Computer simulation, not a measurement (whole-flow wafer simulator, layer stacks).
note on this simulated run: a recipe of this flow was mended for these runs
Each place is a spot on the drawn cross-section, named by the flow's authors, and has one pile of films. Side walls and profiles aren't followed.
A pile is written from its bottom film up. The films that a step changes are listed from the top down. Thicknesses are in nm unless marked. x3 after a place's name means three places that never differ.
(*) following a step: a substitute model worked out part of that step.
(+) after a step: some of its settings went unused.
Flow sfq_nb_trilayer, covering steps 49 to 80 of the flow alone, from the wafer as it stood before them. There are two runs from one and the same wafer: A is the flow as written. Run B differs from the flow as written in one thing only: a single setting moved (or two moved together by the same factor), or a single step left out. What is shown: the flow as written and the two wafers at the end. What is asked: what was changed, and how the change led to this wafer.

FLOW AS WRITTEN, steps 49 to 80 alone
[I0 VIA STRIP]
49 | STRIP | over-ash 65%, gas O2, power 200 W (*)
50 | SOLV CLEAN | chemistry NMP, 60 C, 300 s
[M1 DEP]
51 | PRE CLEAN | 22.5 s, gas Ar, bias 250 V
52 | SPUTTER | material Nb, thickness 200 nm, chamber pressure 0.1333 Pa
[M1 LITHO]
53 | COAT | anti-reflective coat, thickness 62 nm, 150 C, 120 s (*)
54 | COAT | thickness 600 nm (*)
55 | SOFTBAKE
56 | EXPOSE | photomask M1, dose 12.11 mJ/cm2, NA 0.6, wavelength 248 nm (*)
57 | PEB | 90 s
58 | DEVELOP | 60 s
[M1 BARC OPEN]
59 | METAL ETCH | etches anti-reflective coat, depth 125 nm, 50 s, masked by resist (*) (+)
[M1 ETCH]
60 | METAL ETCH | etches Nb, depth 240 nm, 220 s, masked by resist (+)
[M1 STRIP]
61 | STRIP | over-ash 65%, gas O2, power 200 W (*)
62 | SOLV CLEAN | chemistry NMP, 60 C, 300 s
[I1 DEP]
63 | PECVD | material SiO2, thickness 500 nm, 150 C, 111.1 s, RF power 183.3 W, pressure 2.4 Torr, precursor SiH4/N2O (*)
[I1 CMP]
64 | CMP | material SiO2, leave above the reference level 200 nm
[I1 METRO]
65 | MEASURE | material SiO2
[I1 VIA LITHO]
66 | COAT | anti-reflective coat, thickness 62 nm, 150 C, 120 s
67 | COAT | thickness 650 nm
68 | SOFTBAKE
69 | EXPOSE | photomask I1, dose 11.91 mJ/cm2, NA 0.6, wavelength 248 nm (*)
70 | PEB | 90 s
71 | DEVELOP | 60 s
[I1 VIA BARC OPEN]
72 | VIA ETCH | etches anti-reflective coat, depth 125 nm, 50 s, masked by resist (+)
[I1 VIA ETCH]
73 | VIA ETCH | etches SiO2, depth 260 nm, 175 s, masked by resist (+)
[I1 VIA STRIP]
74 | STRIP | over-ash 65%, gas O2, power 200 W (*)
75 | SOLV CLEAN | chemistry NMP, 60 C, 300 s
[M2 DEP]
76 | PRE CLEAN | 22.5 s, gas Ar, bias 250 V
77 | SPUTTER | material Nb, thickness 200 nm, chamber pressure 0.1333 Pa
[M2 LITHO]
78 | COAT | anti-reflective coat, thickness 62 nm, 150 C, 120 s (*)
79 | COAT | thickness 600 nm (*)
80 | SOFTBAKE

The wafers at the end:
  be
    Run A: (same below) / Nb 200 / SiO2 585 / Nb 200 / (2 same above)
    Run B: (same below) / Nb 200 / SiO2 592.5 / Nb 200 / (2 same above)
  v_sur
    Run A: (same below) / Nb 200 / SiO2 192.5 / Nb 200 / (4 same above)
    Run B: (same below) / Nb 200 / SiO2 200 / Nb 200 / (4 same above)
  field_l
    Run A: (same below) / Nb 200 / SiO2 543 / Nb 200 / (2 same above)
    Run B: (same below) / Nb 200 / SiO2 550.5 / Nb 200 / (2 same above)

Cause: step 51, PRE CLEAN: 22.5 s, gas Ar, bias 250 V, was omitted.

Step by step, how the change led to this:
  53 | COAT | anti-reflective coat, thickness 62 nm, 150 C, 120 s (*)
      via_wr: A +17 anti-reflective coat (new film) | B +16.2 anti-reflective coat (new film)
  61 | STRIP | over-ash 65%, gas O2, power 200 W (*)
      via_wr: A -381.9 KrF-resist-other-grade (all of it), -17 anti-reflective coat (all of it) | B -382.4 KrF-resist-other-grade (all of it), -16.2 anti-reflective coat (all of it)
